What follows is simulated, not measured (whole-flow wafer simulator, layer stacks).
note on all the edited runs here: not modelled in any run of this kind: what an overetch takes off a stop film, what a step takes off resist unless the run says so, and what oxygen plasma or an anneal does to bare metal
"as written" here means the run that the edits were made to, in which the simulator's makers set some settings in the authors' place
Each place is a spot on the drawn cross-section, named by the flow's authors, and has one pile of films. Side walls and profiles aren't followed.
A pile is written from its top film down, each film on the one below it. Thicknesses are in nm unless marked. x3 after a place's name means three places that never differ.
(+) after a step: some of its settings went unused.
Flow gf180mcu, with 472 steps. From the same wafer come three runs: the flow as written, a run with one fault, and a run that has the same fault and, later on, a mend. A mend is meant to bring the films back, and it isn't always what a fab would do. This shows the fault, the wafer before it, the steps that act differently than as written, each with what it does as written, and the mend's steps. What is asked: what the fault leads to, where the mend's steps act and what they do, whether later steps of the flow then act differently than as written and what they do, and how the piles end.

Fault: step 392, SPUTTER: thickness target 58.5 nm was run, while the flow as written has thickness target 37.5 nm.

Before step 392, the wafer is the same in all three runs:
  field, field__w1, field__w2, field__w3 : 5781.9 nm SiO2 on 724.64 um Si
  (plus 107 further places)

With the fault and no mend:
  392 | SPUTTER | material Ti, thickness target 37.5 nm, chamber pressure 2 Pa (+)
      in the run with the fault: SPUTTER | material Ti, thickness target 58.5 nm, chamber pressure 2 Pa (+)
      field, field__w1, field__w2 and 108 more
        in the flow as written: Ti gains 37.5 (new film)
        in the run with the fault: Ti gains 58.5 (new film)
  Later steps of the flow acting differently than as written (not shown: 1 more step that differs only slightly, by at most 2% or 0.5 nm, whichever is larger):
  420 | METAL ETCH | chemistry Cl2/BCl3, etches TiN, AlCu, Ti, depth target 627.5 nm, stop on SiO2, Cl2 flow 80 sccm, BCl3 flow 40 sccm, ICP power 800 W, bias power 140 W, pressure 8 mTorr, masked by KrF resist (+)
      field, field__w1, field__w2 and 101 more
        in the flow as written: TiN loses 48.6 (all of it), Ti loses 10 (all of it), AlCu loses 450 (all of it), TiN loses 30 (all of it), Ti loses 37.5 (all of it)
        in the run with the fault: TiN loses 48.6 (all of it), Ti loses 10 (all of it), AlCu loses 450 (all of it), TiN loses 30 (all of it), Ti loses 58.5 (all of it)
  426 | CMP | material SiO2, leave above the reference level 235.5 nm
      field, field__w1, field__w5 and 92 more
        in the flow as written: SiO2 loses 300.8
        in the run with the fault: SiO2 loses 279.8
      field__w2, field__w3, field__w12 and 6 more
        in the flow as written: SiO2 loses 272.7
        in the run with the fault: SiO2 loses 250.7
  The piles end different from the flow's at field__w4, field__w8, contact, m1, m1__w1, mim, mim_1p0, m1_nw by more than 2% or 0.5 nm, whichever is larger.
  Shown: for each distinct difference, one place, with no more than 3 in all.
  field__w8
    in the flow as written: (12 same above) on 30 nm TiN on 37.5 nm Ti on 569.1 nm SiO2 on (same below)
    in the run with the fault: (12 same above) on 30 nm TiN on 58.5 nm Ti on 569.1 nm SiO2 on (same below)
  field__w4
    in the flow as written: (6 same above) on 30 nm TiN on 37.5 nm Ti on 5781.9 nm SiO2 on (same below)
    in the run with the fault: (6 same above) on 30 nm TiN on 58.5 nm Ti on 5781.9 nm SiO2 on (same below)
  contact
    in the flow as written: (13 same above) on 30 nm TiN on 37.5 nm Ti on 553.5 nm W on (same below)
    in the run with the fault: (13 same above) on 30 nm TiN on 58.5 nm Ti on 553.5 nm W on (same below)

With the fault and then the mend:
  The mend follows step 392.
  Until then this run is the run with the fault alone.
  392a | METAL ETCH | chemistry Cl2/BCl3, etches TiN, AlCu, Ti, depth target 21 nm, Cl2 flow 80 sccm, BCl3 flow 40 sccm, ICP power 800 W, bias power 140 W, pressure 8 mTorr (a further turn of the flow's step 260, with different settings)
      field, field__w1, field__w2 and 108 more
        Ti loses 21
  Later steps of the flow that are run all act as written at every place that is followed.
  At every place that both follow, the piles at the end match the flow's.
